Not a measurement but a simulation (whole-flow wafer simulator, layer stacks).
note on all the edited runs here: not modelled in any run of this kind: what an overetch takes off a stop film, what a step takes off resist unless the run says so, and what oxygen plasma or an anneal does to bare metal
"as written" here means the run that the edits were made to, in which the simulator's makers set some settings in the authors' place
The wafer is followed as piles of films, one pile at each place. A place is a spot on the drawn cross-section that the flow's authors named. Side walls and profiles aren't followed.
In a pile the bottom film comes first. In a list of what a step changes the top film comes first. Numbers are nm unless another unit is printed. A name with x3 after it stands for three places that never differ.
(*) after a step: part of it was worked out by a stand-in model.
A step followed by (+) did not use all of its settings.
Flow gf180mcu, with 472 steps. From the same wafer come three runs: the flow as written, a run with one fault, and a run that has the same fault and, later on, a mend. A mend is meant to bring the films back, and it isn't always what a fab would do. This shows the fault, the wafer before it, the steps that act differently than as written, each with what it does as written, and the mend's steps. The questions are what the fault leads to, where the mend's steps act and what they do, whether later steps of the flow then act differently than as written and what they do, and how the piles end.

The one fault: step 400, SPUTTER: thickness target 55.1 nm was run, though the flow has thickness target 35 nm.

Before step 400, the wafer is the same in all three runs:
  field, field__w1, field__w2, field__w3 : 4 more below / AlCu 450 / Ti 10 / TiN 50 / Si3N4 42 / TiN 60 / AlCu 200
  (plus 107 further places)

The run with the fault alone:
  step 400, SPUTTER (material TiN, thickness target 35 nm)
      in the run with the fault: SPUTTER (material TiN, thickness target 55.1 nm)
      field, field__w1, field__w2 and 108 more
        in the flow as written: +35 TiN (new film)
        in the run with the fault: +55.1 TiN (new film)
  Steps further on in the flow that do not act as written (not shown: 6 more steps that differ only slightly, by at most 2% or 0.5 nm, whichever is larger):
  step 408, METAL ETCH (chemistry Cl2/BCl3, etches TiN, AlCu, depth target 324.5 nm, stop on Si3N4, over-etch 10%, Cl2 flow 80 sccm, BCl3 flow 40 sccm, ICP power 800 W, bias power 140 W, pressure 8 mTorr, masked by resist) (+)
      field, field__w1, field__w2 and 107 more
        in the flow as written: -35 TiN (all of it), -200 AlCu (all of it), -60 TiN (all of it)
        in the run with the fault: -55.1 TiN (all of it), -200 AlCu (all of it), -60 TiN (all of it)
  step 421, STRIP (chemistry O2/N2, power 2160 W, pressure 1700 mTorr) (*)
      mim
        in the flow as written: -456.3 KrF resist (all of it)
        in the run with the fault: -441.3 KrF resist (all of it)
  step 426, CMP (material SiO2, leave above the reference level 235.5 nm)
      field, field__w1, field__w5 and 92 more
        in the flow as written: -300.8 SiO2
        in the run with the fault: -280.7 SiO2
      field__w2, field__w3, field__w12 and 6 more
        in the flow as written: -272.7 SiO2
        in the run with the fault: -252.6 SiO2
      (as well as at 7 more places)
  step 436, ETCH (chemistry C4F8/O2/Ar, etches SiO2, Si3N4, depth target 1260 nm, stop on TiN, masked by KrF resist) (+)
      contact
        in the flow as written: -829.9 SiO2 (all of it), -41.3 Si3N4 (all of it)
        in the run with the fault: -850 SiO2 (all of it), -41.3 Si3N4 (all of it)
  By the end, the piles at field__w8, contact, m1, m1__w1, mim, m1_nw depart from the flow's by more than 2% or 0.5 nm, whichever is larger.
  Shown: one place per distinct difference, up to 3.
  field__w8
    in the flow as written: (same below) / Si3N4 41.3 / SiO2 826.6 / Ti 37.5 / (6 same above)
    in the run with the fault: (same below) / Si3N4 41.3 / SiO2 846.7 / Ti 37.5 / (6 same above)
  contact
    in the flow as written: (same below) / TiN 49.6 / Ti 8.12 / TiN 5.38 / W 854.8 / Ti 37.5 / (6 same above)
    in the run with the fault: (same below) / TiN 49.6 / Ti 8.03 / TiN 5.32 / W 875.1 / Ti 37.5 / (6 same above)
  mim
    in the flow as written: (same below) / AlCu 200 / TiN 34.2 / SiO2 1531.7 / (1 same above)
    in the run with the fault: (same below) / AlCu 200 / TiN 54.3 / SiO2 1531.7 / (1 same above)

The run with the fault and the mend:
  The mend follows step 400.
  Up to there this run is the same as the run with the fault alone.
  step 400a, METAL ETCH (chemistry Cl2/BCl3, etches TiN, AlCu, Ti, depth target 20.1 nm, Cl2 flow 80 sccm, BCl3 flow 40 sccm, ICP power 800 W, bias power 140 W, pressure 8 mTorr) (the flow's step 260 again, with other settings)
      field, field__w1, field__w2 and 108 more
        -20.1 TiN
  None of the later steps of the flow acts differently than as written at any place that is followed.
  At every place that both follow, the piles at the end match the flow's.
